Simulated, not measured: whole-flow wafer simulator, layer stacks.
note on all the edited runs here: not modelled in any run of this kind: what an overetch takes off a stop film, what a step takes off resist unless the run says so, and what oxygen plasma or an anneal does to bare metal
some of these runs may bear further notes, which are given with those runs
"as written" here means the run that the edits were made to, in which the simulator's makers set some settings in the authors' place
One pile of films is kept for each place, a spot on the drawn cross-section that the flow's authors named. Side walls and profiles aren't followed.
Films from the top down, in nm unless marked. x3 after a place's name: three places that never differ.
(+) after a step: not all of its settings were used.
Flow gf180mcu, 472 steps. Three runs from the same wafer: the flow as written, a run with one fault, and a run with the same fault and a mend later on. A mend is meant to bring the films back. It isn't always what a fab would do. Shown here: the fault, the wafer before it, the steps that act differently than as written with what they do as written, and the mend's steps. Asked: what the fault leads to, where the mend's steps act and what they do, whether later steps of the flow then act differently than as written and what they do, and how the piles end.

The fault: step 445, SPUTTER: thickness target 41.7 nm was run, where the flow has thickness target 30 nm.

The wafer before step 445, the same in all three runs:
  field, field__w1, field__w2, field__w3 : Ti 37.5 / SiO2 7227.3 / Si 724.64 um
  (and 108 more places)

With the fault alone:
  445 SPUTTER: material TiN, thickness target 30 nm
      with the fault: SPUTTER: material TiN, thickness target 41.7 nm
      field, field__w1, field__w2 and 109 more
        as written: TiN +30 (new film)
        with the fault: TiN +41.7 (new film)
  Later steps of the flow that act differently than as written (4 more steps differ only slightly, by at most 2% or 0.5 nm, whichever is larger, and aren't shown):
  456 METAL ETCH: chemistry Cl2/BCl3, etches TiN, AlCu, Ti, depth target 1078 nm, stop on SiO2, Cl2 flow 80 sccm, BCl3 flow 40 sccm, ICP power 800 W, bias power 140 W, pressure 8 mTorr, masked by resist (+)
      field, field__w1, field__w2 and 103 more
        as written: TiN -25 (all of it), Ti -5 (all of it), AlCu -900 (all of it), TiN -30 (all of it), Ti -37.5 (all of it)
        with the fault: TiN -25 (all of it), Ti -5 (all of it), AlCu -900 (all of it), TiN -41.7 (all of it), Ti -37.5 (all of it)
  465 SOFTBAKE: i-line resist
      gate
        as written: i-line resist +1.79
        with the fault: i-line resist -0.28
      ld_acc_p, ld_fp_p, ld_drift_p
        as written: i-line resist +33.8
        with the fault: i-line resist +27.4
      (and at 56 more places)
  At the end the piles differ from the flow's by more than 2% or 0.5 nm, whichever is larger, at field__w8, contact, m1, m1__w1, pad, m1_nw.
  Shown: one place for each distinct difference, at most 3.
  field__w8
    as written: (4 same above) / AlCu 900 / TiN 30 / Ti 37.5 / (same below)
    with the fault: (4 same above) / AlCu 900 / TiN 41.7 / Ti 37.5 / (same below)
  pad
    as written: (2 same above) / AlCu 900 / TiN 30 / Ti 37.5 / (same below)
    with the fault: (2 same above) / AlCu 900 / TiN 41.7 / Ti 37.5 / (same below)

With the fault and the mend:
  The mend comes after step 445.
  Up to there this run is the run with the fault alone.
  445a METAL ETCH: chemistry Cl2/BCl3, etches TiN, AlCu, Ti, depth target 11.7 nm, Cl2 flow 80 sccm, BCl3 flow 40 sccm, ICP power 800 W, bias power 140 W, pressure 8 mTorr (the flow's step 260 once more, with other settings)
      field, field__w1, field__w2 and 109 more
        TiN -11.7
  No later step of the flow acts differently than as written at any place that is followed.
  At the end the piles are the same as the flow's at every place that both follow.
